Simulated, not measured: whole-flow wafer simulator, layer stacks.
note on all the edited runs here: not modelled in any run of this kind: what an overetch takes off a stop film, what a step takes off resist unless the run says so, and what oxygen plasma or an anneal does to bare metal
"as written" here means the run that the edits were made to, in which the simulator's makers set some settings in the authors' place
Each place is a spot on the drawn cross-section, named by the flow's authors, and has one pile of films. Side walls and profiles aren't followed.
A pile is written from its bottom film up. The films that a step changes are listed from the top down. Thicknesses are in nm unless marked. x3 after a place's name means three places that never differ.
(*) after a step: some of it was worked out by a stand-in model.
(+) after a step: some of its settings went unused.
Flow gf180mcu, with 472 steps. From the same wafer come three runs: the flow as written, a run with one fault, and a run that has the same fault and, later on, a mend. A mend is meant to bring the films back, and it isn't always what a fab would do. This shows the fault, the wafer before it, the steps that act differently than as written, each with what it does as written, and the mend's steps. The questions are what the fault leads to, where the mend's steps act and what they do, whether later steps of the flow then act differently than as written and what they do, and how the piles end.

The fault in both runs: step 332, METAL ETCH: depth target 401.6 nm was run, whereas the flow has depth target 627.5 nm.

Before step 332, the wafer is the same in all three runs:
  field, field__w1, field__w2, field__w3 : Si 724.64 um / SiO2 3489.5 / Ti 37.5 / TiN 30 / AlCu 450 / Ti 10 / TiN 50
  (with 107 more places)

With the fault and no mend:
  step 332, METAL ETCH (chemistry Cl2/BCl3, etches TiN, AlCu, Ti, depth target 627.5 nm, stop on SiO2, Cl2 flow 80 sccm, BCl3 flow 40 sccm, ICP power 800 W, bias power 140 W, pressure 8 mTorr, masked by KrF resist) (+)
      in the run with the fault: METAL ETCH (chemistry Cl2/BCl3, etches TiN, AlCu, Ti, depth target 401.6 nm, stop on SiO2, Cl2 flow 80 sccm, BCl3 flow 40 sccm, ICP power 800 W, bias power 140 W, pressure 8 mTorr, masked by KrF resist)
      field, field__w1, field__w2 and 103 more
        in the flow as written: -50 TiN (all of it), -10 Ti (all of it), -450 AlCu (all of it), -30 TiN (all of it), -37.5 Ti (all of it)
        in the run with the fault: -50 TiN (all of it), -10 Ti (all of it), -341.6 AlCu
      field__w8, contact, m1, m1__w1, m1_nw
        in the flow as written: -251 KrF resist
        in the run with the fault: -160.6 KrF resist
  Later steps of the flow acting differently than as written:
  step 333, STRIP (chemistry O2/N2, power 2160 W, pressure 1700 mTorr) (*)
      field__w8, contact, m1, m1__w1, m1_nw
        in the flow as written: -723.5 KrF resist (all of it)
        in the run with the fault: -813.9 KrF resist (all of it)
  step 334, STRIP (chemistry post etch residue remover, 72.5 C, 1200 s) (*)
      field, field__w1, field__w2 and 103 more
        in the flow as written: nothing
        in the run with the fault: -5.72 AlCu
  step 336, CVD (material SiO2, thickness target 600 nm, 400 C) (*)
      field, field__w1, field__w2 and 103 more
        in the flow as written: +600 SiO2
        in the run with the fault: +600 SiO2 (new film)
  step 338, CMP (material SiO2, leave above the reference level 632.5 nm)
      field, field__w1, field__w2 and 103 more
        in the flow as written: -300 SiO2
        in the run with the fault: -470.2 SiO2
  At field, field__w1, field__w2 and 104 more, the piles at the end differ from the flow's by more than 2% or 0.5 nm, whichever is larger.
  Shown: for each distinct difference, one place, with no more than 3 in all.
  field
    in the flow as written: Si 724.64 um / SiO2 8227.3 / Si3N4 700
    in the run with the fault: Si 724.64 um / SiO2 3489.5 / Ti 37.5 / TiN 30 / AlCu 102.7 / SiO2 4567.6 / Si3N4 700
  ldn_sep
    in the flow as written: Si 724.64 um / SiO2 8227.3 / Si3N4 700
    in the run with the fault: Si 724.64 um / SiO2 3489.4 / Ti 37.5 / TiN 30 / AlCu 102.7 / SiO2 4567.6 / Si3N4 700
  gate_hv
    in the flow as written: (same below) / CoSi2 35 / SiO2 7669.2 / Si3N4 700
    in the run with the fault: (same below) / CoSi2 35 / SiO2 2931.3 / Ti 37.5 / TiN 30 / AlCu 102.7 / SiO2 4567.6 / Si3N4 700

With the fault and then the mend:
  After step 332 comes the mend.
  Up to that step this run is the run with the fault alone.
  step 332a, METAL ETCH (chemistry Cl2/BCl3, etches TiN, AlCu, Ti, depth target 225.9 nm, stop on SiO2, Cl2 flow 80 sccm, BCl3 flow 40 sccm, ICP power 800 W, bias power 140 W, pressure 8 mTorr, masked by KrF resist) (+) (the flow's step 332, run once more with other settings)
      field, field__w1, field__w2 and 103 more
        -108.4 AlCu (all of it), -30 TiN (all of it), -37.5 Ti (all of it)
      field__w8, contact, m1, m1__w1, m1_nw
        -90.4 KrF resist
  Every later step of the flow that is run acts as written at every place that is followed.
  The piles end the same as the flow's at every place that both follow.
